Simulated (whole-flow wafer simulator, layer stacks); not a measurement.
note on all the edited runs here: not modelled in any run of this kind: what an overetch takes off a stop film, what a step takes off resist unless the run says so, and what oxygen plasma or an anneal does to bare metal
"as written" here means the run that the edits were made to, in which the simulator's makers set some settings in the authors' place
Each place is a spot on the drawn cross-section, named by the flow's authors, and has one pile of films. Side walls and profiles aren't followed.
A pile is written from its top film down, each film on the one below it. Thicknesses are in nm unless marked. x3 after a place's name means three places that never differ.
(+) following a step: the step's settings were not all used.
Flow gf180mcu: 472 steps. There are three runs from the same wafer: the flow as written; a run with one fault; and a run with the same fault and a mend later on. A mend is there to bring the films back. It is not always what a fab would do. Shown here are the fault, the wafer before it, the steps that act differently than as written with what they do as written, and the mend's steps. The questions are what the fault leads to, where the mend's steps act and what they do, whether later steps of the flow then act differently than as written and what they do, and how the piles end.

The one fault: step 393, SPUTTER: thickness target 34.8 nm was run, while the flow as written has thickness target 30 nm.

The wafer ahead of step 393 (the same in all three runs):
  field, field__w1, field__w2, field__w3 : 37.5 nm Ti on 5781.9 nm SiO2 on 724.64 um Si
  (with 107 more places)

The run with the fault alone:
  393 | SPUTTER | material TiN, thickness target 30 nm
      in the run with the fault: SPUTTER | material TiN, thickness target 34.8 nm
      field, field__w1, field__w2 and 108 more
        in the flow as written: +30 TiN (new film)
        in the run with the fault: +34.8 TiN (new film)
  Steps further on in the flow that do not act as written (2 more steps, not shown, differ only slightly: by at most 2% or 0.5 nm, whichever is larger):
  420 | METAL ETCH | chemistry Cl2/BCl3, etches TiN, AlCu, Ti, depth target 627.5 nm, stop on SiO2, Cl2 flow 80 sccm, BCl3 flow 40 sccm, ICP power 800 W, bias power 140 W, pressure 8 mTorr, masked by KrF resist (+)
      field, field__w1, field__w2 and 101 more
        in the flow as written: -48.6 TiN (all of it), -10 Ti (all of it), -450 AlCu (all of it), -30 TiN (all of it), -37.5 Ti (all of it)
        in the run with the fault: -48.6 TiN (all of it), -10 Ti (all of it), -450 AlCu (all of it), -34.8 TiN (all of it), -37.5 Ti (all of it)
  The piles end different from the flow's at field__w4, field__w8, contact, m1, m1__w1, mim, mim_1p0, m1_nw by more than 2% or 0.5 nm, whichever is larger.
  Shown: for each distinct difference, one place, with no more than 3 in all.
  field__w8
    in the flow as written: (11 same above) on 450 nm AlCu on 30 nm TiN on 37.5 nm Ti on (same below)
    in the run with the fault: (11 same above) on 450 nm AlCu on 34.8 nm TiN on 37.5 nm Ti on (same below)
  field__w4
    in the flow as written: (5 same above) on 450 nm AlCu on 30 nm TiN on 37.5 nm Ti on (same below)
    in the run with the fault: (5 same above) on 450 nm AlCu on 34.8 nm TiN on 37.5 nm Ti on (same below)
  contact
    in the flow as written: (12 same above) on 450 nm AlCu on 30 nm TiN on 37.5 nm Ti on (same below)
    in the run with the fault: (12 same above) on 450 nm AlCu on 34.8 nm TiN on 37.5 nm Ti on (same below)

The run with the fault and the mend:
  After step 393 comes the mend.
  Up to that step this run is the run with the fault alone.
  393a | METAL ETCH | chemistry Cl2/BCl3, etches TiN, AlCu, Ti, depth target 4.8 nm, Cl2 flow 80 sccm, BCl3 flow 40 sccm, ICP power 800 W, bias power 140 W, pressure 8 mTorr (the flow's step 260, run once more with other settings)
      field, field__w1, field__w2 and 108 more
        -4.8 TiN
  Every later step of the flow that is run acts as written at every place that is followed.
  By the end, the piles equal the flow's at every place that both follow.
